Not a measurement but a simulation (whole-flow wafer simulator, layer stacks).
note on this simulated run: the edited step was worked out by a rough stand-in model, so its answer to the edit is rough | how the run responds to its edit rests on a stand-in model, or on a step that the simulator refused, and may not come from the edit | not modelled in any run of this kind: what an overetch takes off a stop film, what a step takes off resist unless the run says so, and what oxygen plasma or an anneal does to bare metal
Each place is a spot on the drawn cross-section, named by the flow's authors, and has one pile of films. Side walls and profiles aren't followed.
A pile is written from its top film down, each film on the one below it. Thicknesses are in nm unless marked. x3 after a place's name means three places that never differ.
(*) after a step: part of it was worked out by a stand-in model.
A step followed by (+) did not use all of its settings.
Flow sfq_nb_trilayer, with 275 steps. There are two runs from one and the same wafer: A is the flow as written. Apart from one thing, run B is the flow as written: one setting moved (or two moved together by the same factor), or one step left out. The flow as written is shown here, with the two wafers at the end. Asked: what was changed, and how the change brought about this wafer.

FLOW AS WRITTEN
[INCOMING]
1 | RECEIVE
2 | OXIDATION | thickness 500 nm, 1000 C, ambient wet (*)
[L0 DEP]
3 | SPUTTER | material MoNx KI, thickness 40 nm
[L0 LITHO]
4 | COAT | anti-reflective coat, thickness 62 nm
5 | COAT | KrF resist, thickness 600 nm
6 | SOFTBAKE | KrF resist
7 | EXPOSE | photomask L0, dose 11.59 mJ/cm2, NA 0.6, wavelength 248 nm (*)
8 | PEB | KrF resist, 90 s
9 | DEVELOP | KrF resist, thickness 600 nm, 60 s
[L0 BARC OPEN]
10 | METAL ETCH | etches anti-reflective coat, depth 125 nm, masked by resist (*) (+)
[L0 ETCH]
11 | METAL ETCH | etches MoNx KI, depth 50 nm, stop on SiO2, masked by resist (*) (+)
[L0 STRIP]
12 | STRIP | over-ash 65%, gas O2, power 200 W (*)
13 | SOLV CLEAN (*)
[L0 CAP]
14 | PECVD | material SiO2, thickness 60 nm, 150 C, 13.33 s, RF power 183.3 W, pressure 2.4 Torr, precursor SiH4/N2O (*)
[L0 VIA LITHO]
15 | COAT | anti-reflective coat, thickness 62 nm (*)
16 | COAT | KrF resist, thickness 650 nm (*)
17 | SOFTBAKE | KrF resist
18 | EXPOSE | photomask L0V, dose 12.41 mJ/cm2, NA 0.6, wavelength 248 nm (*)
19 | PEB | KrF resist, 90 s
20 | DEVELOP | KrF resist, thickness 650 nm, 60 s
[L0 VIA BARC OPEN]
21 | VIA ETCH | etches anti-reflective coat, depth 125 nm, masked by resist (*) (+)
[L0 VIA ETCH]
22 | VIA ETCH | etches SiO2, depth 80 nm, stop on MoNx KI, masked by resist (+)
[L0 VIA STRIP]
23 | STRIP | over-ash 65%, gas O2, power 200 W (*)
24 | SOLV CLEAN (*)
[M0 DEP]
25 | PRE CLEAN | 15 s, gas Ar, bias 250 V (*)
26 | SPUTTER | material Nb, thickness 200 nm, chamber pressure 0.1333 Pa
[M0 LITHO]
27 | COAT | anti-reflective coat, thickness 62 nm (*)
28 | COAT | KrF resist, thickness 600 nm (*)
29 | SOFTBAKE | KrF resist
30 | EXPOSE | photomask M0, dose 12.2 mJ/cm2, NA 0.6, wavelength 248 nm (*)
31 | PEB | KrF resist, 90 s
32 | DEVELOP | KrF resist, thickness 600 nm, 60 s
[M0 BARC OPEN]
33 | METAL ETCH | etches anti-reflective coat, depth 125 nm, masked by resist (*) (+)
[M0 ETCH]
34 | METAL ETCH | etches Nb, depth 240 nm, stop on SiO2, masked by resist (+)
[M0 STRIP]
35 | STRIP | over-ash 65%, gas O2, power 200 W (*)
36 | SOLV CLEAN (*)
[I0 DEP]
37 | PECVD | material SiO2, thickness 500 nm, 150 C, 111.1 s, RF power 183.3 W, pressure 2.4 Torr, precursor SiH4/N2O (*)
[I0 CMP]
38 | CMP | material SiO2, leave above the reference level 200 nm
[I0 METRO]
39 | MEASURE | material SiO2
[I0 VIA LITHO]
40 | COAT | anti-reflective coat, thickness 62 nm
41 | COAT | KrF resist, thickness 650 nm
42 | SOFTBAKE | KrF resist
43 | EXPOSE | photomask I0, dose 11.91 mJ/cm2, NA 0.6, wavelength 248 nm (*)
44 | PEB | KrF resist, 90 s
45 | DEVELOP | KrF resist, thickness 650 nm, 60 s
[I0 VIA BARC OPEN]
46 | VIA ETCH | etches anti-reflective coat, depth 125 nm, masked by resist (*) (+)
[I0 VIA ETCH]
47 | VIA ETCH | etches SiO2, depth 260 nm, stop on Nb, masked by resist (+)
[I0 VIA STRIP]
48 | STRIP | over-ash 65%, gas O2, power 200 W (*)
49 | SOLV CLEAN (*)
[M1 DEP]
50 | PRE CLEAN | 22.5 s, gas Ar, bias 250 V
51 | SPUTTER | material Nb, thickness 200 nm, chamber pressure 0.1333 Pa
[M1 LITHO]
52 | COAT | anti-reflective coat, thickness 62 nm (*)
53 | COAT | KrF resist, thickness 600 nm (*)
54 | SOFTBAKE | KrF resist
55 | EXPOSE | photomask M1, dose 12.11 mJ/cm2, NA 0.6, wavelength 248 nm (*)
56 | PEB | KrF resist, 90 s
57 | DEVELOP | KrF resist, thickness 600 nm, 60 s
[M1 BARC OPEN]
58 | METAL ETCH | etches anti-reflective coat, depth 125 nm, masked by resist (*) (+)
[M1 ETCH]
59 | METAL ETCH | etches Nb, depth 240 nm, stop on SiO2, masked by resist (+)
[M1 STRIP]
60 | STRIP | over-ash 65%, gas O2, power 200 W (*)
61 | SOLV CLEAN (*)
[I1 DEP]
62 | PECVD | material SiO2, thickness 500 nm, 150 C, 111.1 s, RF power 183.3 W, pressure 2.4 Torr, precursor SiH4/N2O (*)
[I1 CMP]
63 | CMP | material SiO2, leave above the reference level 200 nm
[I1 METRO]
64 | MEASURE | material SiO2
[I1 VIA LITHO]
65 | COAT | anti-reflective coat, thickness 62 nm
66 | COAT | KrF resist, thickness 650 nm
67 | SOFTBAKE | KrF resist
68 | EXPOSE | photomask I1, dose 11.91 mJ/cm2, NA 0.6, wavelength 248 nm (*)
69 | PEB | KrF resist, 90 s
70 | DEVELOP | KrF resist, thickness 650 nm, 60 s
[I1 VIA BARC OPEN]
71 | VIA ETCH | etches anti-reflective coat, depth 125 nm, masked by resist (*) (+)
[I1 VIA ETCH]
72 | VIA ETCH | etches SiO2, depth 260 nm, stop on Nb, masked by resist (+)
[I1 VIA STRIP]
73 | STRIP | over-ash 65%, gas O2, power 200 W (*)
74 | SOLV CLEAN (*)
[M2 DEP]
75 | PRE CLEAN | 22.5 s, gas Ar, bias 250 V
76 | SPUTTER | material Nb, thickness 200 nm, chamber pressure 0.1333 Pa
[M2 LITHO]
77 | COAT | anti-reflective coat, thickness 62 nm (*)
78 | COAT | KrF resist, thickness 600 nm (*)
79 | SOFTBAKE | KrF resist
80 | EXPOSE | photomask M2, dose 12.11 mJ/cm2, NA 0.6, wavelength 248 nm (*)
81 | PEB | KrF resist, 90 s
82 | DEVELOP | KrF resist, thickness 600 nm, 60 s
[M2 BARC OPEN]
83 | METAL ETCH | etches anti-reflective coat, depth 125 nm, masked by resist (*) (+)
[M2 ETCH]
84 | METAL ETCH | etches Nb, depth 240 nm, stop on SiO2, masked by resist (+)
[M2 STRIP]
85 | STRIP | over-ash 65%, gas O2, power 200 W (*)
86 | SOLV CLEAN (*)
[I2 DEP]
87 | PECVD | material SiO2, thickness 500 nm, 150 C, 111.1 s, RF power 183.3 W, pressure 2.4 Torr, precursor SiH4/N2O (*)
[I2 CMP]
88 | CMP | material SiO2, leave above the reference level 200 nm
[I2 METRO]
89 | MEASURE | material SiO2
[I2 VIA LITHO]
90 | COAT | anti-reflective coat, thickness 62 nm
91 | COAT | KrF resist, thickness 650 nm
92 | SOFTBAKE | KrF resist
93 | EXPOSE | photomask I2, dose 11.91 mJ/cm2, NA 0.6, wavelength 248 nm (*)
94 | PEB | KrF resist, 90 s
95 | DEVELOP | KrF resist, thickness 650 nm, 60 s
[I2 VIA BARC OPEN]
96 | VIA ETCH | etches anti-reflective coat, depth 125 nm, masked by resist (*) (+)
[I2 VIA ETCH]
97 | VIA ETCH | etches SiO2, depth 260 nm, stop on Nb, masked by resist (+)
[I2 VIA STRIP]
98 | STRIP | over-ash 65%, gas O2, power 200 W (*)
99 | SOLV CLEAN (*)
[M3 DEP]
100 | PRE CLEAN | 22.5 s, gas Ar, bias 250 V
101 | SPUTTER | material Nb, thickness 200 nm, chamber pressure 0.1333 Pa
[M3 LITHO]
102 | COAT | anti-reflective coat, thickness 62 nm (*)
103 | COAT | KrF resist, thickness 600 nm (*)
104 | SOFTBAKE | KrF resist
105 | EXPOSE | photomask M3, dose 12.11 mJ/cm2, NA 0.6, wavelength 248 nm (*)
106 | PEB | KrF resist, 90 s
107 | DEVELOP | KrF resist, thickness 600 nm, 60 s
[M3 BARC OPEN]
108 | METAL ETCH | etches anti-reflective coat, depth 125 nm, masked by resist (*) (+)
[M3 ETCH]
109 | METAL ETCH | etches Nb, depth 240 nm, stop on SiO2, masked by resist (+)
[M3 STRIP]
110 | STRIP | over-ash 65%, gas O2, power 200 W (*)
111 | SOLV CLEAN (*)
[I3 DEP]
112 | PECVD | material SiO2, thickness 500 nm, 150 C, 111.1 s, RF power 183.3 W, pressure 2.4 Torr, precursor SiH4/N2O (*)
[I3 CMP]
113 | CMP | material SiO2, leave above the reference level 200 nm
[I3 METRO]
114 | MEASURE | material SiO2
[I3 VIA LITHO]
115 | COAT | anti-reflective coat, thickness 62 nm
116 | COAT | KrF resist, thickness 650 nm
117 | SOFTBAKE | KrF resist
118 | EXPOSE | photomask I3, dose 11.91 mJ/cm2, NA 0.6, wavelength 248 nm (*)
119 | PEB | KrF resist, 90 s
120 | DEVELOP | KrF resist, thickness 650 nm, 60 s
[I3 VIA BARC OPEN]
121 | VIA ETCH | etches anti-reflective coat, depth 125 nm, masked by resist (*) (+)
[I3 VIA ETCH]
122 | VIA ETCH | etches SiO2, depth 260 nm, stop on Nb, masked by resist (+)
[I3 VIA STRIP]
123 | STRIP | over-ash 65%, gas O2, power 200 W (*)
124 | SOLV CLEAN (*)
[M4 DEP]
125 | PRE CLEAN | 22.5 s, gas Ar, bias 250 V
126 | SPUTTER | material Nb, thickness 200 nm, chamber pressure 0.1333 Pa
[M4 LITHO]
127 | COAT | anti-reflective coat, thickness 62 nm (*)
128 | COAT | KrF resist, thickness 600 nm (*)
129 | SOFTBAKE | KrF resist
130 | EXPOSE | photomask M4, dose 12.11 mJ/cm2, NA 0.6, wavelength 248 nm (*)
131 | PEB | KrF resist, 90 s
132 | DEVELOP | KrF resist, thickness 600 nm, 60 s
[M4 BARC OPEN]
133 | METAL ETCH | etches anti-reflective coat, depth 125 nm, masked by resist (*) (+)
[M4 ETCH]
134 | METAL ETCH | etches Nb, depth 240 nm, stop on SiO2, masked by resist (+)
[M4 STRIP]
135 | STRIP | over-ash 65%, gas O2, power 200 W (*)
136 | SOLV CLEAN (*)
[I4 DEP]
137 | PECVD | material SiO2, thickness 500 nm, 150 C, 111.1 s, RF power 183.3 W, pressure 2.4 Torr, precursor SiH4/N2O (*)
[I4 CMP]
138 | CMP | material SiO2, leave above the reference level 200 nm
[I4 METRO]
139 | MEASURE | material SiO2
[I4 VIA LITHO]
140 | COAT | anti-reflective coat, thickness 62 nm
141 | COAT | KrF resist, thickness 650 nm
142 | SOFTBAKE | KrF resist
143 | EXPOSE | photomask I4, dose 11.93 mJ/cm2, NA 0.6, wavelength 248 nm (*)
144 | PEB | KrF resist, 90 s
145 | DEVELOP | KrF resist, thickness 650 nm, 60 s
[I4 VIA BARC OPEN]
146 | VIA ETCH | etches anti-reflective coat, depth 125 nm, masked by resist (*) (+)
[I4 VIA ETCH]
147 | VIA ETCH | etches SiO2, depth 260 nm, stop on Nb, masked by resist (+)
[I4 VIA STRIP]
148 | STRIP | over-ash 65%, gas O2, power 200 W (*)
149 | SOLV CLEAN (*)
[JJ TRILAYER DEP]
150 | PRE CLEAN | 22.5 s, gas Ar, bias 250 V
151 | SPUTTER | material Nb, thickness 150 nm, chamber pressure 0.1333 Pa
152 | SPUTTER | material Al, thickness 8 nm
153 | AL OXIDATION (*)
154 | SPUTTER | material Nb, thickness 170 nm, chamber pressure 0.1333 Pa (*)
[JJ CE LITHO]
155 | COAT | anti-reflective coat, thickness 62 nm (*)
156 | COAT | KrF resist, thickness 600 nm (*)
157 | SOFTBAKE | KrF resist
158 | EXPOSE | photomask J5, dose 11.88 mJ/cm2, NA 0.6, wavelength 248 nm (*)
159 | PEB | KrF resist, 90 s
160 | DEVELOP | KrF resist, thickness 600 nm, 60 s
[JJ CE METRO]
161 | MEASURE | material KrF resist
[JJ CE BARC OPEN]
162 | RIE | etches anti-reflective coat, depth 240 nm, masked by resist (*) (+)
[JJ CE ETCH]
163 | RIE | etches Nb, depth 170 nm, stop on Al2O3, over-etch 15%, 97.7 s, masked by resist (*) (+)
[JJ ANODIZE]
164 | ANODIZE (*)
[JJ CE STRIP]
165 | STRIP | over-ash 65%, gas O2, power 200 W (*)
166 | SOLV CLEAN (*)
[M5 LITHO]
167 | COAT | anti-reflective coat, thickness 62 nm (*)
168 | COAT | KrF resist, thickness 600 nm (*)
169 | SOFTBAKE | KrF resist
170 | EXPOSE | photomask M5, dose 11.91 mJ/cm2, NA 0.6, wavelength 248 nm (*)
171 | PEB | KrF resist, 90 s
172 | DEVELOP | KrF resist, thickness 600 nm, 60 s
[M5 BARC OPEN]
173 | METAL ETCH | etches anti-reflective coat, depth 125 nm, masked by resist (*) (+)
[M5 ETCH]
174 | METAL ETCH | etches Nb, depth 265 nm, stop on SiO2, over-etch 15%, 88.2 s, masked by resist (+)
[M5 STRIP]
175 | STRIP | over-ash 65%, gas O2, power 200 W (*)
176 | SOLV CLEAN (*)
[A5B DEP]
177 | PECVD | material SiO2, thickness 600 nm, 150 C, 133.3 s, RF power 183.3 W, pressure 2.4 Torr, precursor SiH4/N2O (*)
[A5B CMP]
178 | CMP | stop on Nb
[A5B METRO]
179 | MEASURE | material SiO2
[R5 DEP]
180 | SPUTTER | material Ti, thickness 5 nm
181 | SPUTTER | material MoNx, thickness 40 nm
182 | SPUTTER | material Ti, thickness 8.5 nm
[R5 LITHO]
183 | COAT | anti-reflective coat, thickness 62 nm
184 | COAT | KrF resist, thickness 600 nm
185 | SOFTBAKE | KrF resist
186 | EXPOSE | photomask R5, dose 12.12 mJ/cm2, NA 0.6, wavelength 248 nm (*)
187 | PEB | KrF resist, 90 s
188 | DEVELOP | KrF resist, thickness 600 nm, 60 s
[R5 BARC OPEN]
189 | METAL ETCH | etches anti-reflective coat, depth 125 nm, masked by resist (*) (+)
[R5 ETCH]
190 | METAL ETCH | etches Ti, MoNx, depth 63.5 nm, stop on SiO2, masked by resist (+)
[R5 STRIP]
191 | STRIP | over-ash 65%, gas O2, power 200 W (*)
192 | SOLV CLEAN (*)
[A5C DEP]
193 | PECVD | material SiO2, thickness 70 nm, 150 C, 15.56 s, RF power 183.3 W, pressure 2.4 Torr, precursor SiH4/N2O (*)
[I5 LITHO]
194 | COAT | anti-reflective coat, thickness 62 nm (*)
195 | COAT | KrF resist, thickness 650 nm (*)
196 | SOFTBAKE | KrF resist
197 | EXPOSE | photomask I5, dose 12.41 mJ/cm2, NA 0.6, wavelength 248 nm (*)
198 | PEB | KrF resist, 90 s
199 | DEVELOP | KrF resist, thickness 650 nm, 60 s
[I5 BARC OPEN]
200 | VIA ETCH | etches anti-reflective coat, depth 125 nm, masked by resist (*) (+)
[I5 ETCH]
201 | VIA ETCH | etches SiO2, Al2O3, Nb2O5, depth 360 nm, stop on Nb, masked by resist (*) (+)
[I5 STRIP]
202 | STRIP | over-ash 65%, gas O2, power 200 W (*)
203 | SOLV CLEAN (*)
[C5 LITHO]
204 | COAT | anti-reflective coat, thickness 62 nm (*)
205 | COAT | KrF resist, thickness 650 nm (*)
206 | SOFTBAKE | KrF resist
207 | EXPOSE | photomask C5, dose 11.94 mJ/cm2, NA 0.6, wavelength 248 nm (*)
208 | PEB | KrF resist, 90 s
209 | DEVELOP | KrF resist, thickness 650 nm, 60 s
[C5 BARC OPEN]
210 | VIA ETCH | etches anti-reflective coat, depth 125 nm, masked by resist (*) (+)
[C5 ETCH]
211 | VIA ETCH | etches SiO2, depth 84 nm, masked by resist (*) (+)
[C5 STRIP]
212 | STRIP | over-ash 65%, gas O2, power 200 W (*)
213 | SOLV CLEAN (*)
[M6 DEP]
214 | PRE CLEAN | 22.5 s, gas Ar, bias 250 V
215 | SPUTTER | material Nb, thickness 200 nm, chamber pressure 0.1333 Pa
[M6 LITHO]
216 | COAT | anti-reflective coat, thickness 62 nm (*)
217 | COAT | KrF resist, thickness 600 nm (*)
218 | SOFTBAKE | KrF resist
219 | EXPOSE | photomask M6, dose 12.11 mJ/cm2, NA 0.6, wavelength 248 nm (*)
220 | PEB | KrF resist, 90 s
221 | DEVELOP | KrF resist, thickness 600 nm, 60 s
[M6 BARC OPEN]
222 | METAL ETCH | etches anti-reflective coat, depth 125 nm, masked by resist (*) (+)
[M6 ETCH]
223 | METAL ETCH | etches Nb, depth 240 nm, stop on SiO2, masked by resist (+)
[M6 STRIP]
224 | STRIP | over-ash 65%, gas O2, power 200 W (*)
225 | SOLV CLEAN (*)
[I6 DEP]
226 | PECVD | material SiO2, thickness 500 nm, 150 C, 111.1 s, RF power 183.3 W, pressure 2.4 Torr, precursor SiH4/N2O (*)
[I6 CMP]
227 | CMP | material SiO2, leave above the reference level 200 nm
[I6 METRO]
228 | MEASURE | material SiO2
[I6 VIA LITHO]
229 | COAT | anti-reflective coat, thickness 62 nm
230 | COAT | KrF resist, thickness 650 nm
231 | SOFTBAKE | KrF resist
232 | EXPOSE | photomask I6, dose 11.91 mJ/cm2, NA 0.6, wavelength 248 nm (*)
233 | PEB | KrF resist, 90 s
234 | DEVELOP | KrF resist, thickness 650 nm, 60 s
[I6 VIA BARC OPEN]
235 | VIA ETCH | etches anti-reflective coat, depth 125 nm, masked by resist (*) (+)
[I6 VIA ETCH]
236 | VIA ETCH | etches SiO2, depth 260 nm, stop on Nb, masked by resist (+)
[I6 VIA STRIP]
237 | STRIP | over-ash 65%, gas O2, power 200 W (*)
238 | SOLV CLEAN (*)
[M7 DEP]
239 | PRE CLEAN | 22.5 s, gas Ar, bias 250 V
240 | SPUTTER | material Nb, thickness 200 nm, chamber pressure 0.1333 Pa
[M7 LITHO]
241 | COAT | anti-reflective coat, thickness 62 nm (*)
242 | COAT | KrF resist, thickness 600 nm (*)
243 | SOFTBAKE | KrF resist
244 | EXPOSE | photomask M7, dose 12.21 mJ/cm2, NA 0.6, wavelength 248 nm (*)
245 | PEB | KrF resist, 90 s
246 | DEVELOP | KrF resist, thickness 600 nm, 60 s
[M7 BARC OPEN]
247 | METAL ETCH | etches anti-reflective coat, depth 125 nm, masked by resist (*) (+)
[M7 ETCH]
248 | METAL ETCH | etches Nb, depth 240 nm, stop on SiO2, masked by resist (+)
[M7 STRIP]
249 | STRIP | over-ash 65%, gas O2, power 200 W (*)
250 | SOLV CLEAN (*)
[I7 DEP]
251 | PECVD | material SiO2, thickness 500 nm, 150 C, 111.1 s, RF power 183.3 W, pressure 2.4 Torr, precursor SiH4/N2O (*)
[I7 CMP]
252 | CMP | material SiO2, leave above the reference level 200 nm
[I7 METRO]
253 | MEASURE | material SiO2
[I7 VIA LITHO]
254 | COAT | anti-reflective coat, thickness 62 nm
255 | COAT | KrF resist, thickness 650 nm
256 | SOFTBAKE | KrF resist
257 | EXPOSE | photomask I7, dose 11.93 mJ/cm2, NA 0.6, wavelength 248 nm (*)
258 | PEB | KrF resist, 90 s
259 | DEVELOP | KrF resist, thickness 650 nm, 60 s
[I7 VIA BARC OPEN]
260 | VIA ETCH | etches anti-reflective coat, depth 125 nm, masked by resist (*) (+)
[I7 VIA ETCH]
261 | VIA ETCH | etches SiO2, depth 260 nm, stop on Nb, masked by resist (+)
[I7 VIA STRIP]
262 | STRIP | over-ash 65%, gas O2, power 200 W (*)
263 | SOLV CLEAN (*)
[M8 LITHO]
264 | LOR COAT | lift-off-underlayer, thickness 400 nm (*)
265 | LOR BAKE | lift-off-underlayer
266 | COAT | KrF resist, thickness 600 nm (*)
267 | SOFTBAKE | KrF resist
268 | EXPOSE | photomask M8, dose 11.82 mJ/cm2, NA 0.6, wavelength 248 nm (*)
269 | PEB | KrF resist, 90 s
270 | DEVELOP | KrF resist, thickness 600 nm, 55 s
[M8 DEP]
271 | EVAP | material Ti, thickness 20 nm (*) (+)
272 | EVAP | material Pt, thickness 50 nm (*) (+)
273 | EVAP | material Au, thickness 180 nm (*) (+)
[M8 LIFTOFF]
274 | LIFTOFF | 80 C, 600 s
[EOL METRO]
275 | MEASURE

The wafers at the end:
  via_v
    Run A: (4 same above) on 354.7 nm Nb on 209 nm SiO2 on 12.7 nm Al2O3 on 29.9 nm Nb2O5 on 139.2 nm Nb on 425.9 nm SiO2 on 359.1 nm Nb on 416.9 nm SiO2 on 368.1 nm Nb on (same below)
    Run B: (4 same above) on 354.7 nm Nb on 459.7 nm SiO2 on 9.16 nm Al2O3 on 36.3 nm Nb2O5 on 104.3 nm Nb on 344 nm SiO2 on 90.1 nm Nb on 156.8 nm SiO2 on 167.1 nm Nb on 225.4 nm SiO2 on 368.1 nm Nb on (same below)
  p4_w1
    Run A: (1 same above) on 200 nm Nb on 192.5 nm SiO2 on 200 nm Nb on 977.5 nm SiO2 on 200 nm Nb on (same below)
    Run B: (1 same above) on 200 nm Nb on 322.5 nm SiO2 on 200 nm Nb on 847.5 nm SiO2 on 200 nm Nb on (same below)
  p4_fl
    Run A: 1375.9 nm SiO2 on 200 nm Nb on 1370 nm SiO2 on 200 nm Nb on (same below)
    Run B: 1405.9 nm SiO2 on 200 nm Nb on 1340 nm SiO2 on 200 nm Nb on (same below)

The reason: step 87, PECVD: thickness 270 nm was run, whereas the flow has thickness 500 nm; step 87, PECVD: 60 s was run, where the flow has 111.1 s.

How this came from the change, step by step:
  87 | PECVD | material SiO2, thickness 500 nm, 150 C, 111.1 s, RF power 183.3 W, pressure 2.4 Torr, precursor SiH4/N2O (*)
      field_l, be, be_sur and 81 more: A +500 SiO2 | B +270 SiO2
      v_sur, via_wl, via_w and 18 more: A +500 SiO2 (new film) | B +270 SiO2 (new film)
      (and at 1 other place as well)
  88 | CMP | material SiO2, leave above the reference level 200 nm
      field_l, be, be_sur and 81 more: A -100 SiO2 | B nothing
      via_v: A -181.6 SiO2 | B nothing
      (and at 21 other places as well)
  90 | COAT | anti-reflective coat, thickness 62 nm
      gap, p3_l3, p3_s3, p3_l4, p3_s4: A +62 anti-reflective coat (new film) | B +63.5 anti-reflective coat (new film)
      p3_s1, p3_l2, p3_s5, p3_l6: A +62 anti-reflective coat (new film) | B +63.7 anti-reflective coat (new film)
      (and at 69 other places as well)
  91 | COAT | KrF resist, thickness 650 nm
      m0r_line_l, m6r_line_l, m7r_line_l: A +650 KrF resist (new film) | B +675.9 KrF resist (new film)
      m0r_space_l, m6r_space_l, m7r_space_l: A +650 KrF resist (new film) | B +665.9 KrF resist (new film)
      (and at 57 other places as well)
  95 | DEVELOP | KrF resist, thickness 650 nm, 60 s
      via_w: A -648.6 KrF resist (all of it) | B -602.8 KrF resist (all of it)
  96 | VIA ETCH | etches anti-reflective coat, depth 125 nm, masked by resist (*) (+)
      field_l, v_sur, via_wl and 102 more: A -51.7 KrF resist | B -43 KrF resist
      via_w: A -62 anti-reflective coat (all of it), -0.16 SiO2 | B -51.6 anti-reflective coat (all of it), -0.13 SiO2
  98 | STRIP | over-ash 65%, gas O2, power 200 W (*)
      m0r_line_l, m6r_line_l, m7r_line_l: A -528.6 KrF resist (all of it), -62 anti-reflective coat (all of it) | B -563.1 KrF resist (all of it), -62.8 anti-reflective coat (all of it)
      m0r_space_l, m6r_space_l, m7r_space_l: A -528.6 KrF resist (all of it), -62 anti-reflective coat (all of it) | B -553.1 KrF resist (all of it), -78.8 anti-reflective coat (all of it)
      (and at 95 other places as well)
  101 | SPUTTER | material Nb, thickness 200 nm, chamber pressure 0.1333 Pa
      via_v: A +200 Nb (new film) | B +167.1 Nb (new film)
  102 | COAT | anti-reflective coat, thickness 62 nm (*)
      m0r_line_l, m0r_line_r, m6r_line_l, m6r_line_r, m7r_line_l, m7r_line_r: A +62 anti-reflective coat (new film) | B +63.3 anti-reflective coat (new film)
      m0r_space_l, m0r_space_r, m6r_space_l, m6r_space_r, m7r_space_l, m7r_space_r: A +62 anti-reflective coat (new film) | B +75.9 anti-reflective coat (new film)
      (and at 72 other places as well)
  103 | COAT | KrF resist, thickness 600 nm (*)
      m0r_line_l, m0r_line_r, m6r_line_l, m6r_line_r, m7r_line_l, m7r_line_r: A +600 KrF resist (new film) | B +623.1 KrF resist (new film)
      m0r_space_l, m0r_space_r, m6r_space_l, m6r_space_r, m7r_space_l, m7r_space_r: A +600 KrF resist (new film) | B +616.8 KrF resist (new film)
      (and at 51 other places as well)
  107 | DEVELOP | KrF resist, thickness 600 nm, 60 s
      m0r_line_l, m0r_line_r, m6r_line_l, m6r_line_r, m7r_line_l, m7r_line_r: A -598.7 KrF resist (all of it) | B -621.8 KrF resist (all of it)
      m0r_space_l, m0r_space_r, m6r_space_l, m6r_space_r, m7r_space_l, m7r_space_r: A -598.7 KrF resist (all of it) | B -615.5 KrF resist (all of it)
      (and at 28 other places as well)
  108 | METAL ETCH | etches anti-reflective coat, depth 125 nm, masked by resist (*) (+)
      m5r_linepad_l, m5r_linepad_r, r5r_spacepad_l, r5r_spacepad_r: A -62 anti-reflective coat (all of it) | B -125 anti-reflective coat
      v_sur, via_wl, via_w and 28 more: A -51.7 KrF resist | B -69.4 KrF resist
      (and at 53 other places as well)
  109 | METAL ETCH | etches Nb, depth 240 nm, stop on SiO2, masked by resist (+)
      m5r_linepad_l, m5r_linepad_r: A -200 Nb (all of it) | B -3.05 anti-reflective coat (all of it), -200 Nb (all of it)
      r5r_spacepad_l, r5r_spacepad_r: A -200 Nb (all of it) | B -4 anti-reflective coat (all of it), -200 Nb (all of it)
  110 | STRIP | over-ash 65%, gas O2, power 200 W (*)
      v_sur: A -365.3 KrF resist (all of it), -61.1 anti-reflective coat (all of it) | B -294.3 KrF resist (all of it), -42.3 anti-reflective coat (all of it)
      via_wl: A -384.2 KrF resist (all of it), -34.2 anti-reflective coat (all of it) | B -308.2 KrF resist (all of it), -29 anti-reflective coat (all of it)
      (and at 28 other places as well)
  112 | PECVD | material SiO2, thickness 500 nm, 150 C, 111.1 s, RF power 183.3 W, pressure 2.4 Torr, precursor SiH4/N2O (*)
      via_v: A +500 SiO2 (new film) | B +581.5 SiO2 (new film)
  113 | CMP | material SiO2, leave above the reference level 200 nm
      field_l, be, be_sur and 64 more: A -100 SiO2 | B nothing
      p4_w1, p4_w2, p4_w3 and 6 more: A -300 SiO2 | B -170 SiO2
      (and at 9 other places as well)
  ... 29 further steps ...
  178 | CMP | stop on Nb
      via_v: A -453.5 SiO2 | B -340.8 SiO2
With metal films that touch counted as one body, via_v has 7 bodies (between them, from the top down: SiO2 437.8; SiO2 459.7 / Al2O3 9.16 / Nb2O5 36.3; SiO2 344; SiO2 156.8; SiO2 225.4; SiO2 192.5); the flow as written gives 6 bodies (between them, from the top down: SiO2 437.8; SiO2 209 / Al2O3 12.7 / Nb2O5 29.9; SiO2 425.9; SiO2 416.9; SiO2 192.5).
